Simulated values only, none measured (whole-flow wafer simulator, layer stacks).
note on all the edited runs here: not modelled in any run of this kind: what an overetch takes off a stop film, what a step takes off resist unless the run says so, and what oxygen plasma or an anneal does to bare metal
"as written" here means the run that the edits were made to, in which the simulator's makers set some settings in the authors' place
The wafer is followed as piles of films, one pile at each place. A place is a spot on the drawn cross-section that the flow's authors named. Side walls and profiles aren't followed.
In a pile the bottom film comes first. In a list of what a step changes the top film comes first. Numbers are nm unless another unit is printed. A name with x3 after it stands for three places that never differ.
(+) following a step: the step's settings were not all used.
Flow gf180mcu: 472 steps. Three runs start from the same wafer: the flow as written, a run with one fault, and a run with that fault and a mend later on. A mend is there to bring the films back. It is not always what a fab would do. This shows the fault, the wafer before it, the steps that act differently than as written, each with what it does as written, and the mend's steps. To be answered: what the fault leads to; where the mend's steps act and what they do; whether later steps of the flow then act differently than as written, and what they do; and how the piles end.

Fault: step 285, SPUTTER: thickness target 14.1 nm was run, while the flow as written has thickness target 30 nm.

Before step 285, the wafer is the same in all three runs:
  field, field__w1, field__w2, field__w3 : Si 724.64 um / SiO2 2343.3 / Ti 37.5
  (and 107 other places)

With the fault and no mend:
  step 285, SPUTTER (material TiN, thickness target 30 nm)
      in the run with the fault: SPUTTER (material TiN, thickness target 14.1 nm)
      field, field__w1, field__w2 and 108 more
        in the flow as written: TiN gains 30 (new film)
        in the run with the fault: TiN gains 14.1 (new film)
  Later steps of the flow acting differently than as written:
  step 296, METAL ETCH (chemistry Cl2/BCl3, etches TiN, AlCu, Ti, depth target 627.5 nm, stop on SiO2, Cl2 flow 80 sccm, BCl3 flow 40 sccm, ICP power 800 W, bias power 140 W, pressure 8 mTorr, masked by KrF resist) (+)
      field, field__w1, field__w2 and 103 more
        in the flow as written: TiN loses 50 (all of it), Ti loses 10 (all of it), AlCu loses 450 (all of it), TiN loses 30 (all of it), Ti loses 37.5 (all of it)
        in the run with the fault: TiN loses 50 (all of it), Ti loses 10 (all of it), AlCu loses 450 (all of it), TiN loses 14.1 (all of it), Ti loses 37.5 (all of it)
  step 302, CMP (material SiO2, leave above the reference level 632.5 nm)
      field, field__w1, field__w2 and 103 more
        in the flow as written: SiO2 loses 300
        in the run with the fault: SiO2 loses 315.9
  At field__w8, contact, m1, m1__w1, m1_nw, the piles at the end differ from the flow's by more than 2% or 0.5 nm, whichever is larger.
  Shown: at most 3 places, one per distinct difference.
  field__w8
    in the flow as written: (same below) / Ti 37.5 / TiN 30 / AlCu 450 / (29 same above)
    in the run with the fault: (same below) / Ti 37.5 / TiN 14.1 / AlCu 450 / (29 same above)
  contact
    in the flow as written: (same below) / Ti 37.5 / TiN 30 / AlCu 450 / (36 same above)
    in the run with the fault: (same below) / Ti 37.5 / TiN 14.1 / AlCu 450 / (36 same above)

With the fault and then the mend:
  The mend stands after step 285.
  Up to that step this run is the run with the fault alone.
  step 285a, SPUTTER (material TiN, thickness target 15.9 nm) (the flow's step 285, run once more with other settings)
      field, field__w1, field__w2 and 108 more
        TiN gains 15.9
  Later steps of the flow that are run all act as written at every place that is followed.
  The piles end the same as the flow's at every place that both follow.
